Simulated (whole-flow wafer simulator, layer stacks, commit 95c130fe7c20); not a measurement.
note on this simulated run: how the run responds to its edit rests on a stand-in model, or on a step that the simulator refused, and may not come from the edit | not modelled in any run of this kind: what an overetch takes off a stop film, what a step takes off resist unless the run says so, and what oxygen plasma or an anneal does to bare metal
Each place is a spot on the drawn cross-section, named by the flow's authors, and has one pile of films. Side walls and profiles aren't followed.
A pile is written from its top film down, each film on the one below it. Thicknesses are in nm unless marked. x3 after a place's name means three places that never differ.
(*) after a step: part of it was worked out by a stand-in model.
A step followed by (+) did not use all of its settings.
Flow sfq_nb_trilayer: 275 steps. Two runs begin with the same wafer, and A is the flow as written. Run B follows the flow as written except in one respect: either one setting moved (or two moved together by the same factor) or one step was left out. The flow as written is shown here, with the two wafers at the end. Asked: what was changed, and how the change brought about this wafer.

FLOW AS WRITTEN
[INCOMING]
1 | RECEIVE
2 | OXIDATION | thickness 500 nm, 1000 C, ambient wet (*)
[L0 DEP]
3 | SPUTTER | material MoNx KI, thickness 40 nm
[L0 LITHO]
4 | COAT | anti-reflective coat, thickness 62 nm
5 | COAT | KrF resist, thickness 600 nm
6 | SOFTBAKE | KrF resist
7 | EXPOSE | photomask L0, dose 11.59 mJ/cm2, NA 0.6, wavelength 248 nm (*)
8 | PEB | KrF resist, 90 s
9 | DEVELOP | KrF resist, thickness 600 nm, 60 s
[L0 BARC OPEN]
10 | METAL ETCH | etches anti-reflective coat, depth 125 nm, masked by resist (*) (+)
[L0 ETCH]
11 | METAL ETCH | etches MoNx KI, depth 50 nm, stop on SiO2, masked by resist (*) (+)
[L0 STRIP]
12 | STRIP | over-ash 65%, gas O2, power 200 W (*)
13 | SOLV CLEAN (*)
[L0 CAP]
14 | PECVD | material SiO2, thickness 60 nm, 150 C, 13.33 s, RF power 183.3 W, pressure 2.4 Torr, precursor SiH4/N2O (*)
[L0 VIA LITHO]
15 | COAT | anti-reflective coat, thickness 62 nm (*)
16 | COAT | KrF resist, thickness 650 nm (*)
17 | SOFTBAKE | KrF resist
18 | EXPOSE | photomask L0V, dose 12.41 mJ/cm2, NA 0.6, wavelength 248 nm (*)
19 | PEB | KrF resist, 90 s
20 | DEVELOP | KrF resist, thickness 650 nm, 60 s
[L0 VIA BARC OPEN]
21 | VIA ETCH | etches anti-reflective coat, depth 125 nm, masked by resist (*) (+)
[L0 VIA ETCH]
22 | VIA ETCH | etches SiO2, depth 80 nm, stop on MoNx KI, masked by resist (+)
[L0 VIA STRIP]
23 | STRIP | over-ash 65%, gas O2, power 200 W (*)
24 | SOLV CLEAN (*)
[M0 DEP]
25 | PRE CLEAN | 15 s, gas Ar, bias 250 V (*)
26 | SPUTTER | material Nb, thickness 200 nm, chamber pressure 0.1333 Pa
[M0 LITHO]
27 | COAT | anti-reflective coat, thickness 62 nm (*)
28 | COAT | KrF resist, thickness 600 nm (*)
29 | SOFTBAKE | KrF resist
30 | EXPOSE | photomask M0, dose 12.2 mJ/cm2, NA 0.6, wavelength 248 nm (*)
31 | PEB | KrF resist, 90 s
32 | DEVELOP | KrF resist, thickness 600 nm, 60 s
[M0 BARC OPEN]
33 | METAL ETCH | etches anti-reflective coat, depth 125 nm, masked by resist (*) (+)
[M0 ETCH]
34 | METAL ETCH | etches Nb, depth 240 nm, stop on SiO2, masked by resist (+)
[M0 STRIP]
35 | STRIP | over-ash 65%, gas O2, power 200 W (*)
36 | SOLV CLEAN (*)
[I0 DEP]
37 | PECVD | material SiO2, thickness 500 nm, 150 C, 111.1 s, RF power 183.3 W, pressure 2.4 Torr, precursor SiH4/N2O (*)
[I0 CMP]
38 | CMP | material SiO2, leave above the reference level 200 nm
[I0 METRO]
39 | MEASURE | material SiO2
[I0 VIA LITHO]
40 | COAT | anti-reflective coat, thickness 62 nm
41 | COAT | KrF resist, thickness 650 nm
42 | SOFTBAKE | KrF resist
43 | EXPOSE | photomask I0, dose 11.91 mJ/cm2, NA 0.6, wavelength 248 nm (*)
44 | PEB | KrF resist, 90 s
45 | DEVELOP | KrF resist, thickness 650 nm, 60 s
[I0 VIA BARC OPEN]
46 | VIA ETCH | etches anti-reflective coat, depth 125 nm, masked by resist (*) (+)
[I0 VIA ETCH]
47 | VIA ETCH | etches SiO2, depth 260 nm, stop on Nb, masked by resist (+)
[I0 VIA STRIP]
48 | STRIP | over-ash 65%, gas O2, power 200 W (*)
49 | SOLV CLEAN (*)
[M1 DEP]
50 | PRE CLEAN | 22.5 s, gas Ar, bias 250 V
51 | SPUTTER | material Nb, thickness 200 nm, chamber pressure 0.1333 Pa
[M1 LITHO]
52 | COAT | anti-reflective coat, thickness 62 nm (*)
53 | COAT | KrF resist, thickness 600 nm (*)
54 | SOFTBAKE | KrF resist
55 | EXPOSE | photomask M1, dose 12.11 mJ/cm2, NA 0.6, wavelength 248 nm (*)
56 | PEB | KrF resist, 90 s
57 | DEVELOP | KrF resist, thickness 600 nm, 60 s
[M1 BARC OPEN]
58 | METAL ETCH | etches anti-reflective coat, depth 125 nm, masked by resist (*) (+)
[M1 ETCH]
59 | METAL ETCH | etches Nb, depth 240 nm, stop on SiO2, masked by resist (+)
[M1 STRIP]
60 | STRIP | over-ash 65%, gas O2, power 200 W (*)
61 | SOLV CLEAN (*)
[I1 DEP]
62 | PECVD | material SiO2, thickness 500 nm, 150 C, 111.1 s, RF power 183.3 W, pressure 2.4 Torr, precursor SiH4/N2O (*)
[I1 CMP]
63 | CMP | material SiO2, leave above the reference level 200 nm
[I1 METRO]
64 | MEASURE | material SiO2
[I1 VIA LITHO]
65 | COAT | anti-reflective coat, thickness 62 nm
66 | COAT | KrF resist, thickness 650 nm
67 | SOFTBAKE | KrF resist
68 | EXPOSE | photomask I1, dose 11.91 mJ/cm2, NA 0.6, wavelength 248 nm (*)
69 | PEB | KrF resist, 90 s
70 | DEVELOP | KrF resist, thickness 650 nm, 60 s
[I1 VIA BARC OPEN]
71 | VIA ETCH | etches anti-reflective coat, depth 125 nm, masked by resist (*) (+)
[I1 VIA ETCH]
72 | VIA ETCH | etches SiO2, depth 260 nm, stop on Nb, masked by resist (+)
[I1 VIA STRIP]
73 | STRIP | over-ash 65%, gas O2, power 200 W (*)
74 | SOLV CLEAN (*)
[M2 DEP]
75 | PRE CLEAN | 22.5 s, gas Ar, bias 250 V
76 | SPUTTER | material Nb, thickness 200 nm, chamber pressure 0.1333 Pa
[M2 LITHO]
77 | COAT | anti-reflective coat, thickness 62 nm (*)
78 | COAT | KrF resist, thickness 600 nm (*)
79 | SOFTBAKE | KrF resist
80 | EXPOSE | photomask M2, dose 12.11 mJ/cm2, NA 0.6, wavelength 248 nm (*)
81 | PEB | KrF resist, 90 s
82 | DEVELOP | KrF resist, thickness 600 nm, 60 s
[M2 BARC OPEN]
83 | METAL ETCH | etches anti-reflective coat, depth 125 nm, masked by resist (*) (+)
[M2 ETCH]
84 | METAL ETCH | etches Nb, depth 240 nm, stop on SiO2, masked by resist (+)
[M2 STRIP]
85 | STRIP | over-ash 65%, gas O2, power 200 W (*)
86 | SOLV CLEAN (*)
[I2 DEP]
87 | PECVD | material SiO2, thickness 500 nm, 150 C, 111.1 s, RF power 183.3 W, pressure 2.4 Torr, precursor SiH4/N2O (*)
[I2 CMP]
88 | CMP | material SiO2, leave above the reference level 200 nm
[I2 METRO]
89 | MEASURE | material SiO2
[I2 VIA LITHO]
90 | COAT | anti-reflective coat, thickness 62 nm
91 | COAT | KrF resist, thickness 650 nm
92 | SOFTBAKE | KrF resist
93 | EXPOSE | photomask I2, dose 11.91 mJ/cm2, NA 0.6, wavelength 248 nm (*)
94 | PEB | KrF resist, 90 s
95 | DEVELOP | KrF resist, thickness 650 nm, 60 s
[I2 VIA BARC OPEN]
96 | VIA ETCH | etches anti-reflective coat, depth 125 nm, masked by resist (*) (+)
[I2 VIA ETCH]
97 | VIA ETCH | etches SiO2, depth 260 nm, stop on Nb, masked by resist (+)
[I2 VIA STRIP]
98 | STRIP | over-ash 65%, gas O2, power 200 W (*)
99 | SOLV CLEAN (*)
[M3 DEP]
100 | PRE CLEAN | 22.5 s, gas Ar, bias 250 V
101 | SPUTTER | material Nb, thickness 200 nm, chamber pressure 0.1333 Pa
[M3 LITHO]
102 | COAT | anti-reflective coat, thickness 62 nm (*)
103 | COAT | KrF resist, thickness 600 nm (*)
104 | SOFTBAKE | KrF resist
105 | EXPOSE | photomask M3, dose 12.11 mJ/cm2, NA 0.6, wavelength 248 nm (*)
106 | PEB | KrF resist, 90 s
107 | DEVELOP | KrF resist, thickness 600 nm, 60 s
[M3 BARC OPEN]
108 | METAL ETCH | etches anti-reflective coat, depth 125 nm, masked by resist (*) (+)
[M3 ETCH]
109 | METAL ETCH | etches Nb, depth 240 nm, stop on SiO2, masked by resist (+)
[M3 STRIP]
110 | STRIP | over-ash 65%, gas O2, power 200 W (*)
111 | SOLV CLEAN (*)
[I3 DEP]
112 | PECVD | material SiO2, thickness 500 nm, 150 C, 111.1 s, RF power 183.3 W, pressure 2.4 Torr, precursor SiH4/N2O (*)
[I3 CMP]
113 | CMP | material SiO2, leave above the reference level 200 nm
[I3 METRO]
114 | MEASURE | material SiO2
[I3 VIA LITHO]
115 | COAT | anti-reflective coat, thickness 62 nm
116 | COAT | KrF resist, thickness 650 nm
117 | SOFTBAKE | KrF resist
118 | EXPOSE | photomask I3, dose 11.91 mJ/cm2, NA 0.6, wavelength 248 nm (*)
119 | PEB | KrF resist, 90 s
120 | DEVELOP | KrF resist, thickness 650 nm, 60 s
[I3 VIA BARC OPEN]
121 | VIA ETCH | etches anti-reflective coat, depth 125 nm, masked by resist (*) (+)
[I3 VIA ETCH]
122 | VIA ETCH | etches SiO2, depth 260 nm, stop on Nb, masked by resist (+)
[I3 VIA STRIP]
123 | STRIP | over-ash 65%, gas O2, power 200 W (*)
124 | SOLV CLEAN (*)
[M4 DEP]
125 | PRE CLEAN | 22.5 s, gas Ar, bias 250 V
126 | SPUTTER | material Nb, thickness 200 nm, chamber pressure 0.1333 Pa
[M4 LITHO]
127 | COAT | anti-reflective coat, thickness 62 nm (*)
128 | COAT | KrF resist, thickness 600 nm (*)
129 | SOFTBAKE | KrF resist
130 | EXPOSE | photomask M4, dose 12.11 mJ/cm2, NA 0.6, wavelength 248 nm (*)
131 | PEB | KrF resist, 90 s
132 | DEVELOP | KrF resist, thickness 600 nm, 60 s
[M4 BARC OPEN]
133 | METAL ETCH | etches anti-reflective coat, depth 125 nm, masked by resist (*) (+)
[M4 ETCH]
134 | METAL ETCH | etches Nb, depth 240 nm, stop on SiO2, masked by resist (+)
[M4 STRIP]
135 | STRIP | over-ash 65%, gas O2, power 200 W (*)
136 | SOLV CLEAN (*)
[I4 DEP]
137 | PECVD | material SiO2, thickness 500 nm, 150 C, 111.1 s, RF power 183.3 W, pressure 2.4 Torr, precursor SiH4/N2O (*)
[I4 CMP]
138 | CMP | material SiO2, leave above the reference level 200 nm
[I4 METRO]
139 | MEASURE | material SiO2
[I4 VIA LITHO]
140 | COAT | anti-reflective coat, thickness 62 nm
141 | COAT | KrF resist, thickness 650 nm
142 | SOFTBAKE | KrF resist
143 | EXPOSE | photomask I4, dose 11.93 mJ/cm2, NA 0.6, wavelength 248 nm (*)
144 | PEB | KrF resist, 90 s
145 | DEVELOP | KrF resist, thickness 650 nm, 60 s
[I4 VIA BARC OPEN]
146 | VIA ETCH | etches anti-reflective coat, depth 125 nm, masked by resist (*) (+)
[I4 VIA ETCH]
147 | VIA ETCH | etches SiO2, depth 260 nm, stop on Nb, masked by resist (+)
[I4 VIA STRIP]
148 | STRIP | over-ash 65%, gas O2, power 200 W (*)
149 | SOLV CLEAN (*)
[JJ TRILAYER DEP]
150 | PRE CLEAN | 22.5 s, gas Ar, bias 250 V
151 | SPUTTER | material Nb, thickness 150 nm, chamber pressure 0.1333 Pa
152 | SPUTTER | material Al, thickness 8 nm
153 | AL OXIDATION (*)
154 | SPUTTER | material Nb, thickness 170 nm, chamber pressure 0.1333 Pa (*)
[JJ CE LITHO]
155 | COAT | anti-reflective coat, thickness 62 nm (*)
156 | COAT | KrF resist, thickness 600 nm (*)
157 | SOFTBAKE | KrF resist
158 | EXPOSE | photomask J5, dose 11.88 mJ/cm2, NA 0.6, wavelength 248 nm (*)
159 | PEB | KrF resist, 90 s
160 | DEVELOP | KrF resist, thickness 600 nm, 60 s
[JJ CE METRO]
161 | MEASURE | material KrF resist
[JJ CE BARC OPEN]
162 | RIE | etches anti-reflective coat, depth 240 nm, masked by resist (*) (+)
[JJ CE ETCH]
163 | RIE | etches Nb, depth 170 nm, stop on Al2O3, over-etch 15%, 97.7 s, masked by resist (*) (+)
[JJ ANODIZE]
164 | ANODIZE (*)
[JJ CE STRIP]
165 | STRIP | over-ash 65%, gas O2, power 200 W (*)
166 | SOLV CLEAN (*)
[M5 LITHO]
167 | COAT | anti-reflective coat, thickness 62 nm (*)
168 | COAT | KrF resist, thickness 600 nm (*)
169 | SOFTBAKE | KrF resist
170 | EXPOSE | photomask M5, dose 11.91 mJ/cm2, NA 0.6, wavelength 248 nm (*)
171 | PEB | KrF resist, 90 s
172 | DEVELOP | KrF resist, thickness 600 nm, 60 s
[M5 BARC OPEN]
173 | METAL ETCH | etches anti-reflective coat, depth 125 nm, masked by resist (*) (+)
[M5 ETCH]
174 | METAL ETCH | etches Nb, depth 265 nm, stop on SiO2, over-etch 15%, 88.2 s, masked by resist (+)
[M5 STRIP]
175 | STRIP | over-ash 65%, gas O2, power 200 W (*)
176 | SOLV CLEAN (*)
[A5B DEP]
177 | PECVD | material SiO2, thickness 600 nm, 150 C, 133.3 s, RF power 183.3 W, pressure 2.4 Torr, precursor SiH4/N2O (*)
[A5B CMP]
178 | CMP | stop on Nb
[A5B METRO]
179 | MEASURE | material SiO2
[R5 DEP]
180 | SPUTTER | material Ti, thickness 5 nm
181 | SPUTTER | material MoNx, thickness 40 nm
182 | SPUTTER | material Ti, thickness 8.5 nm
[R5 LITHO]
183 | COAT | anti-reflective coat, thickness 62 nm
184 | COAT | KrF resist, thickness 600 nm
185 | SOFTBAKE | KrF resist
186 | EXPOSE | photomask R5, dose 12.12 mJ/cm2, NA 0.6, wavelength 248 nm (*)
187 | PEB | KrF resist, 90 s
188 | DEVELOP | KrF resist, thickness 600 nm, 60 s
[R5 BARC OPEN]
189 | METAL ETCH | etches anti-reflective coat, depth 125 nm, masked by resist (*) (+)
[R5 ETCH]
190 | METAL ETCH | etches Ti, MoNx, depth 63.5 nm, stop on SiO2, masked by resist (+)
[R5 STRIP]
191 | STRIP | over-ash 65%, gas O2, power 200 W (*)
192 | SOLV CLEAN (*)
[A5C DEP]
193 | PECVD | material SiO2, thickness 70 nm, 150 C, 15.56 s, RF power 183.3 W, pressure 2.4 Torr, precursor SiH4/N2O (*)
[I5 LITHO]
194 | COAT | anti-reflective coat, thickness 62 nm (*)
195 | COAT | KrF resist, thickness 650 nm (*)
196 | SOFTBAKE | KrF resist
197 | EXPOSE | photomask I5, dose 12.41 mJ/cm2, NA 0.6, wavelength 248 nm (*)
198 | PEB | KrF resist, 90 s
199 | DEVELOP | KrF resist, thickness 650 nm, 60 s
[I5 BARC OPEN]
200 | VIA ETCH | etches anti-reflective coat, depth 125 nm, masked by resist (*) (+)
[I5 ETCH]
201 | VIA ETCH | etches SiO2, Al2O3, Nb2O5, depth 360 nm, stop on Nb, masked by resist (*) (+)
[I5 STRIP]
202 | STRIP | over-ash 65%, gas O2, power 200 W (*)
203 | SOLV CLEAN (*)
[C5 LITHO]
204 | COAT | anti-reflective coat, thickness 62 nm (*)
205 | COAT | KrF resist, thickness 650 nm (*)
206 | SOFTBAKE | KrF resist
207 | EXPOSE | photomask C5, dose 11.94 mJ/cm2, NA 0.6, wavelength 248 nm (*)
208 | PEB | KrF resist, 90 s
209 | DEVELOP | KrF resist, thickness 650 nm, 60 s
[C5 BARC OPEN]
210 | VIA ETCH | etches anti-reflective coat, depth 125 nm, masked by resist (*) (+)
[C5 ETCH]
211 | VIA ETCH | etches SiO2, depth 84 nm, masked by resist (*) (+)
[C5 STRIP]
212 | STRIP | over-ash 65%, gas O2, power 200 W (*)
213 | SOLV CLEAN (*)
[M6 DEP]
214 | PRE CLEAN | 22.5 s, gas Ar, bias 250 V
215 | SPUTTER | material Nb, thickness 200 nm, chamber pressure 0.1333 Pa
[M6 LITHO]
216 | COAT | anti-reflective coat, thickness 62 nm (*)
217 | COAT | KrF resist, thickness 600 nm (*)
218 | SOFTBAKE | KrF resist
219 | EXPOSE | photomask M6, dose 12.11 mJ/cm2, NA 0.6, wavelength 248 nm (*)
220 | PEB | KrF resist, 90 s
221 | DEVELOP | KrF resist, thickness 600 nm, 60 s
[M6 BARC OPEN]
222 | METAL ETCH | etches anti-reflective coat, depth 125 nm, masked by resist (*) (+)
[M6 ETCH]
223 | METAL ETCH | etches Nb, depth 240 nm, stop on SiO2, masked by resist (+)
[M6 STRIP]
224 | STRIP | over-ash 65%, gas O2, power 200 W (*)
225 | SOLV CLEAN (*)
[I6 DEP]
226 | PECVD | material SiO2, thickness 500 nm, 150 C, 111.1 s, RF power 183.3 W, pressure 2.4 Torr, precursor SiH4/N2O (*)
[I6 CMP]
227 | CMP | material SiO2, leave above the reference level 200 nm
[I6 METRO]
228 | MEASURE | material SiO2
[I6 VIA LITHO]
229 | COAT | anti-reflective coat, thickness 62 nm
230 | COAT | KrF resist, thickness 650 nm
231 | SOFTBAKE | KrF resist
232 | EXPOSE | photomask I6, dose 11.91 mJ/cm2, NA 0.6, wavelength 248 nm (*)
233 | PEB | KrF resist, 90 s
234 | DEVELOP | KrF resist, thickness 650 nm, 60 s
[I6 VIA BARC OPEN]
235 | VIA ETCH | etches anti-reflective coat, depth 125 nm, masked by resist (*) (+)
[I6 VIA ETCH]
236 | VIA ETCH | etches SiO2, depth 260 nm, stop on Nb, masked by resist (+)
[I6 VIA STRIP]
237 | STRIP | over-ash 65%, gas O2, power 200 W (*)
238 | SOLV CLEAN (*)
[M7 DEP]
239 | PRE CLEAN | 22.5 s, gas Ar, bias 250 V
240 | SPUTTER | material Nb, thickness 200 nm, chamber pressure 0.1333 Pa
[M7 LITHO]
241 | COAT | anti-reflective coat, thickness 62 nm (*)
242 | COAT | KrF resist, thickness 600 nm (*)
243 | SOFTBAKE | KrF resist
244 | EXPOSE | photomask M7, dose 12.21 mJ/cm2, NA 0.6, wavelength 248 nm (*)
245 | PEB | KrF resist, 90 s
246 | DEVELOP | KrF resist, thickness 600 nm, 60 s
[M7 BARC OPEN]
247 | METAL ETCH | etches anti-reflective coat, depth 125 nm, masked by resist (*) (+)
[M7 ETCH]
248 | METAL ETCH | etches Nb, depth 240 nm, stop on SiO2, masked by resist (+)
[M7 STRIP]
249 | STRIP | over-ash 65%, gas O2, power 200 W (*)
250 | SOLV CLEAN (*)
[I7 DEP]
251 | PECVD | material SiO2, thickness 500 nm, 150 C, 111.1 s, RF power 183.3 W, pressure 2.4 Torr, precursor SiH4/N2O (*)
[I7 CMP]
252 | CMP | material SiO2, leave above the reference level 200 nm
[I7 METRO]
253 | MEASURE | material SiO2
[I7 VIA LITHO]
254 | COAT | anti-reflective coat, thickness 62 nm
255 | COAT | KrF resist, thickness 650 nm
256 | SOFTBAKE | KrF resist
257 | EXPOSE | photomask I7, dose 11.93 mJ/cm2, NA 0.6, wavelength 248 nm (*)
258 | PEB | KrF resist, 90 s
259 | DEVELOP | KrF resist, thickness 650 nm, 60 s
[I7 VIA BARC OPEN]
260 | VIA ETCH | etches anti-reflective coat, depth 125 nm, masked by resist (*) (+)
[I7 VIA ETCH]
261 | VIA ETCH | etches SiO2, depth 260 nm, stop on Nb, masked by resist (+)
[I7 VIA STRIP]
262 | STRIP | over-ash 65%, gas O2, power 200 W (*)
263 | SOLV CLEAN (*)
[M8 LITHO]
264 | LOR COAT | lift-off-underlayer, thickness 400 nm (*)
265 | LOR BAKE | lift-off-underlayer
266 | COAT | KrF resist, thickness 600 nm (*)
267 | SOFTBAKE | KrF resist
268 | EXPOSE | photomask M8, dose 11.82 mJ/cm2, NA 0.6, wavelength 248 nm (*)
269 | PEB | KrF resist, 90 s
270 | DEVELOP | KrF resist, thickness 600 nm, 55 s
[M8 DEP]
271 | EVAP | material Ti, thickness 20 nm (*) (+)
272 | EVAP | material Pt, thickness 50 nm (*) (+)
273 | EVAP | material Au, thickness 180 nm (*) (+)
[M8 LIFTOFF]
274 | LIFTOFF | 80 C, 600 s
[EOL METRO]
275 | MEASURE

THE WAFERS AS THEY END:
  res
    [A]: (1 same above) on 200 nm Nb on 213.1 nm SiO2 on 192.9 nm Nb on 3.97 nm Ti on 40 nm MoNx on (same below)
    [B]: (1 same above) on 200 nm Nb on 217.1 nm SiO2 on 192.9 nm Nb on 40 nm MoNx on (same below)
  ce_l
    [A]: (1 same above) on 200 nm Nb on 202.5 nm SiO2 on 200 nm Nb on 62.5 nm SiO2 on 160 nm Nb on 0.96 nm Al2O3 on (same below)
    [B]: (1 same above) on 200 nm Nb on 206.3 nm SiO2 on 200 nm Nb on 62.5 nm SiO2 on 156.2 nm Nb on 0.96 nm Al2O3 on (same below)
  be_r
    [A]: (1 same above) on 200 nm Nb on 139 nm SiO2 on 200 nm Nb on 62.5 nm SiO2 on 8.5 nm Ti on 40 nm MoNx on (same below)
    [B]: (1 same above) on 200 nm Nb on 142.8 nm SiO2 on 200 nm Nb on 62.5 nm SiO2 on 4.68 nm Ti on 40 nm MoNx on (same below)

What caused this: step 182, SPUTTER: thickness 4.68 nm was run, though the flow has thickness 8.5 nm.
One can read it off the wafer: be_r has Ti 4.68, and step 182 as written asks for 8.5 nm.

The path from the change to this, step by step:
  182 | SPUTTER | material Ti, thickness 8.5 nm
      field_l, v_sur, via_wl and 103 more: A +8.5 Ti (new film) | B +4.68 Ti (new film)
  190 | METAL ETCH | etches Ti, MoNx, depth 63.5 nm, stop on SiO2, masked by resist (+)
      field_l, v_sur, via_wl and 92 more: A -8.5 Ti (all of it), -40 MoNx (all of it), -5 Ti (all of it) | B -4.68 Ti (all of it), -40 MoNx (all of it), -5 Ti (all of it)
      ce_l, c5j, ce_r, wl_jj: A -8.5 Ti (all of it), -40 MoNx (all of it), -5 Ti (all of it), -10 Nb | B -4.68 Ti (all of it), -40 MoNx (all of it), -5 Ti (all of it), -13.8 Nb
  194 | COAT | anti-reflective coat, thickness 62 nm (*)
      r5r_spacepad_l, r5r_spacepad_r: A +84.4 anti-reflective coat (new film) | B +82.7 anti-reflective coat (new film)
      ce_l: A +67.2 anti-reflective coat (new film) | B +68.9 anti-reflective coat (new film)
      (as well as at 2 more places)
  202 | STRIP | over-ash 65%, gas O2, power 200 W (*)
      r5r_spacepad_l, r5r_spacepad_r: A -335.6 KrF resist (all of it), -84.4 anti-reflective coat (all of it) | B -335.5 KrF resist (all of it), -82.7 anti-reflective coat (all of it)
      ce_l: A -341.5 KrF resist (all of it), -67.2 anti-reflective coat (all of it) | B -342.5 KrF resist (all of it), -68.9 anti-reflective coat (all of it)
      (as well as at 2 more places)
  204 | COAT | anti-reflective coat, thickness 62 nm (*)
      r5r_spacepad_l, r5r_spacepad_r: A +84.4 anti-reflective coat (new film) | B +82.7 anti-reflective coat (new film)
      ce_l: A +66 anti-reflective coat (new film) | B +67.7 anti-reflective coat (new film)
      (as well as at 2 more places)
  212 | STRIP | over-ash 65%, gas O2, power 200 W (*)
      r5r_spacepad_l, r5r_spacepad_r: A -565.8 KrF resist (all of it), -84.4 anti-reflective coat (all of it) | B -565.3 KrF resist (all of it), -82.7 anti-reflective coat (all of it)
      ce_l: A -567.4 KrF resist (all of it), -66 anti-reflective coat (all of it) | B -568.1 KrF resist (all of it), -67.7 anti-reflective coat (all of it)
      (as well as at 2 more places)
  214 | PRE CLEAN | 22.5 s, gas Ar, bias 250 V
      res: A -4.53 Ti | B -4.68 Ti (all of it)
  216 | COAT | anti-reflective coat, thickness 62 nm (*)
      r5r_spacepad_l, r5r_spacepad_r: A +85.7 anti-reflective coat (new film) | B +83.8 anti-reflective coat (new film)
      ce_l: A +48 anti-reflective coat (new film) | B +49.2 anti-reflective coat (new film)
      (as well as at 2 more places)
  222 | METAL ETCH | etches anti-reflective coat, depth 125 nm, masked by resist (*) (+)
      r5r_spacepad_l, r5r_spacepad_r: A -85.7 anti-reflective coat (all of it) | B -83.8 anti-reflective coat (all of it)
  224 | STRIP | over-ash 65%, gas O2, power 200 W (*)
      ce_l: A -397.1 KrF resist (all of it), -48 anti-reflective coat (all of it) | B -398.5 KrF resist (all of it), -49.2 anti-reflective coat (all of it)
      ce_r: A -403.5 KrF resist (all of it), -48.8 anti-reflective coat (all of it) | B -404.5 KrF resist (all of it), -50 anti-reflective coat (all of it)
      (as well as at 1 more place)
  227 | CMP | material SiO2, leave above the reference level 200 nm
      r5r_line_l, r5r_line_c, r5r_line_r: A -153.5 SiO2 | B -149.7 SiO2
      r5r_spacepad_l, r5r_spacepad_r: A -153.5 SiO2 | B -147.2 SiO2
